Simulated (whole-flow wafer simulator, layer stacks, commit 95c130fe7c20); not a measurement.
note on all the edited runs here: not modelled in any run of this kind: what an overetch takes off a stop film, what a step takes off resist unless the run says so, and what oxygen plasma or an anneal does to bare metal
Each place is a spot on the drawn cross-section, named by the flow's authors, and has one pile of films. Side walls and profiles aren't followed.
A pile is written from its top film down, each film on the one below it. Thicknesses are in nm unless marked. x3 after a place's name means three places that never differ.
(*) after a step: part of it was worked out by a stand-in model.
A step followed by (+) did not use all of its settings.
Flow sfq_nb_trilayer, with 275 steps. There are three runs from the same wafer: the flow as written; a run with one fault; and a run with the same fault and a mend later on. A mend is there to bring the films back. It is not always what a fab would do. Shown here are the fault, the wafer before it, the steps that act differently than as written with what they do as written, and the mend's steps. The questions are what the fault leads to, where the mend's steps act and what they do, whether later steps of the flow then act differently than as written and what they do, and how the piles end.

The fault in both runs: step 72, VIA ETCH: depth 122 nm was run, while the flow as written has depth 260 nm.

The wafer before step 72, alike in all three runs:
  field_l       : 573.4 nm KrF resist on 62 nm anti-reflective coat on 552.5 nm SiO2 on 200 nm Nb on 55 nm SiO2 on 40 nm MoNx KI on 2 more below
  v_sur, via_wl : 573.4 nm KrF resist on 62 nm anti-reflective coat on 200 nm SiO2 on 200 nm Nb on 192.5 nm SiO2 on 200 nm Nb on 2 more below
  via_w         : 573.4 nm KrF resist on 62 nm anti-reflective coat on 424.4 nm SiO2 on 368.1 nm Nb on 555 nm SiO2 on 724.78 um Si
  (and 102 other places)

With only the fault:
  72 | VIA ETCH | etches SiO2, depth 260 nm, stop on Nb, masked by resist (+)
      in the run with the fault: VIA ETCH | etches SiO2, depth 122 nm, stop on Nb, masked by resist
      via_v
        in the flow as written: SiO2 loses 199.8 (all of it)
        in the run with the fault: SiO2 loses 122
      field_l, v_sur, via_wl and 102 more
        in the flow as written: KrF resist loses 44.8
        in the run with the fault: KrF resist loses 21
  Later steps of the flow acting differently than as written (3 other steps are not shown; they differ only slightly, by no more than 2% or 0.5 nm, whichever is larger):
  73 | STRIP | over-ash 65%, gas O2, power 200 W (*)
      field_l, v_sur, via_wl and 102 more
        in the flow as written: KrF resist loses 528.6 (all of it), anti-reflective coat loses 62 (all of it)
        in the run with the fault: KrF resist loses 552.4 (all of it), anti-reflective coat loses 62 (all of it)
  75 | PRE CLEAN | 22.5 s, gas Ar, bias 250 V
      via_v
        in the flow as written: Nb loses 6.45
        in the run with the fault: SiO2 loses 7.5
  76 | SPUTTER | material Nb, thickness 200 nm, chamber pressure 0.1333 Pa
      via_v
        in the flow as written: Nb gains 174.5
        in the run with the fault: Nb gains 189.9 (new film)
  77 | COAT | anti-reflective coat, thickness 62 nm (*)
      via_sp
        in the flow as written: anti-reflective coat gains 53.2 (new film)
        in the run with the fault: anti-reflective coat gains 54.8 (new film)
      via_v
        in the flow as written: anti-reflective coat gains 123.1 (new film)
        in the run with the fault: anti-reflective coat gains 105.7 (new film)
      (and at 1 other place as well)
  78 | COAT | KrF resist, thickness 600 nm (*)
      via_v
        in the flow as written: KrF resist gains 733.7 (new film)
        in the run with the fault: KrF resist gains 671.3 (new film)
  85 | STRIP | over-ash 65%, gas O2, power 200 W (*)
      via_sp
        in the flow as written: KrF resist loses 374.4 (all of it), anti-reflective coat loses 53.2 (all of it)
        in the run with the fault: KrF resist loses 379.5 (all of it), anti-reflective coat loses 54.8 (all of it)
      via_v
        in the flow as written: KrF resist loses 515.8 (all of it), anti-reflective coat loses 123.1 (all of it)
        in the run with the fault: KrF resist loses 453.5 (all of it), anti-reflective coat loses 105.7 (all of it)
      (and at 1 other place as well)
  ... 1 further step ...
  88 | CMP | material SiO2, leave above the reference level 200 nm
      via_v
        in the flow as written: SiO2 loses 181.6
        in the run with the fault: SiO2 loses 167.7
  At via_v, the piles at the end differ from the flow's by more than 2% or 0.5 nm, whichever is larger.
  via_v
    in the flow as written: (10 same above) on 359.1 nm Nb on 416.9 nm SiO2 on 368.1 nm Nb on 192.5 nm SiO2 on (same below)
    in the run with the fault: (10 same above) on 359.1 nm Nb on 324.8 nm SiO2 on 189.9 nm Nb on 70.3 nm SiO2 on 200 nm Nb on 192.5 nm SiO2 on (same below)

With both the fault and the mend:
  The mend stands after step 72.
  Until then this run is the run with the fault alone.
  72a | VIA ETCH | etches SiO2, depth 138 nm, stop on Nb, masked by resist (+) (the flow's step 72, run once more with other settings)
      field_l, v_sur, via_wl and 102 more
        KrF resist loses 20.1
      via_v
        SiO2 loses 77.8 (all of it)
  Every later step of the flow that is run acts as written, at every place that is followed, to within 2% or 0.5 nm, whichever is larger.
  At every place that both follow, the piles at the end match the flow's.
